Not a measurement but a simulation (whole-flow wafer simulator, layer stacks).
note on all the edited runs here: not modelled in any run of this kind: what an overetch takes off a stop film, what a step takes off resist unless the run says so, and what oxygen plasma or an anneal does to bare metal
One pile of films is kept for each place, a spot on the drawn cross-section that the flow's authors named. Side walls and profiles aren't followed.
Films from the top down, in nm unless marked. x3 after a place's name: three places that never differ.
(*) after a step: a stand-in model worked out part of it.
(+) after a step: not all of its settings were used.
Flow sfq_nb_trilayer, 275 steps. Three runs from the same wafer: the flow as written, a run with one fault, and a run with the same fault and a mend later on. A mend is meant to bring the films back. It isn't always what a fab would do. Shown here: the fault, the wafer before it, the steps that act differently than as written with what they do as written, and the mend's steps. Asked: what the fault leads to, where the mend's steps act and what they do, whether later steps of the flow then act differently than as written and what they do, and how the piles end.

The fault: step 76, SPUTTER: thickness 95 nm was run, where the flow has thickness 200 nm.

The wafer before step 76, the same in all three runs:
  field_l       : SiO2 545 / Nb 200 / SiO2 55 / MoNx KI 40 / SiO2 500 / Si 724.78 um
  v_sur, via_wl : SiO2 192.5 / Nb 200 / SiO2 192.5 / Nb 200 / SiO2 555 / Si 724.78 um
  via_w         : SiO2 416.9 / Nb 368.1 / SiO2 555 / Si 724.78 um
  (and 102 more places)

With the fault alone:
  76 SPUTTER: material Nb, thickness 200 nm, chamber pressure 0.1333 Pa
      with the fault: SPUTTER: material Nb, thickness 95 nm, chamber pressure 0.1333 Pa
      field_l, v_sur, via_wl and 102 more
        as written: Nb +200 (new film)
        with the fault: Nb +95 (new film)
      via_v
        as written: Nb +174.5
        with the fault: Nb +83.7
  Later steps of the flow that act differently than as written (4 more steps differ only slightly, by at most 2% or 0.5 nm, whichever is larger, and aren't shown):
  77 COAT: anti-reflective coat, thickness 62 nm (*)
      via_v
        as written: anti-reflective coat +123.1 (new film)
        with the fault: anti-reflective coat +118.7 (new film)
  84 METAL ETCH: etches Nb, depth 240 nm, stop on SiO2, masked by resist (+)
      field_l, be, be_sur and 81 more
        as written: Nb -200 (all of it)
        with the fault: Nb -95 (all of it)
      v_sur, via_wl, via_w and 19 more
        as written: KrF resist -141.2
        with the fault: KrF resist -83.8
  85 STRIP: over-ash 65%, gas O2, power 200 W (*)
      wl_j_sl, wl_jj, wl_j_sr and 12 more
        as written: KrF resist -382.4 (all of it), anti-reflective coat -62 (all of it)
        with the fault: KrF resist -439.7 (all of it), anti-reflective coat -62 (all of it)
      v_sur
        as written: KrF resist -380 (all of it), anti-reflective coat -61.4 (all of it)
        with the fault: KrF resist -437.5 (all of it), anti-reflective coat -61.4 (all of it)
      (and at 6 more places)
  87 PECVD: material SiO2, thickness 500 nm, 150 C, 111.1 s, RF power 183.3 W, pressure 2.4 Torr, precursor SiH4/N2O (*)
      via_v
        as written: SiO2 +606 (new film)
        with the fault: SiO2 +580.3 (new film)
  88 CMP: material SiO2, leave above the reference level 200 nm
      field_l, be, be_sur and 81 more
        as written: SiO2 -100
        with the fault: SiO2 -205
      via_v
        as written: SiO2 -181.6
        with the fault: SiO2 -170.1
  At the end the piles differ from the flow's by more than 2% or 0.5 nm, whichever is larger, at field_l, v_sur, via_wl and 103 more.
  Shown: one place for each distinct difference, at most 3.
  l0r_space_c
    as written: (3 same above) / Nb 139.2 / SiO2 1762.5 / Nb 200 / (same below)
    with the fault: (3 same above) / Nb 139.2 / SiO2 1657.5 / Nb 200 / (same below)
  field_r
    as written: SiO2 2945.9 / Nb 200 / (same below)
    with the fault: SiO2 2840.9 / Nb 200 / (same below)
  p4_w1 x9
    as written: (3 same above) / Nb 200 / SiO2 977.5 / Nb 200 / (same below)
    with the fault: (3 same above) / Nb 200 / SiO2 872.5 / Nb 200 / (same below)

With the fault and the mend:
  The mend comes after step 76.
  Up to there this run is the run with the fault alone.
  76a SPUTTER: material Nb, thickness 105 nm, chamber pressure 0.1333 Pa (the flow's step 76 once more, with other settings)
      field_l, v_sur, via_wl and 102 more
        Nb +105
      via_v
        Nb +86.5
  No later step of the flow acts differently than as written, at any place that is followed, by more than 2% or 0.5 nm, whichever is larger.
  At the end the piles differ from the flow's only slightly at the places that both follow, by at most 2% or 0.5 nm, whichever is larger.
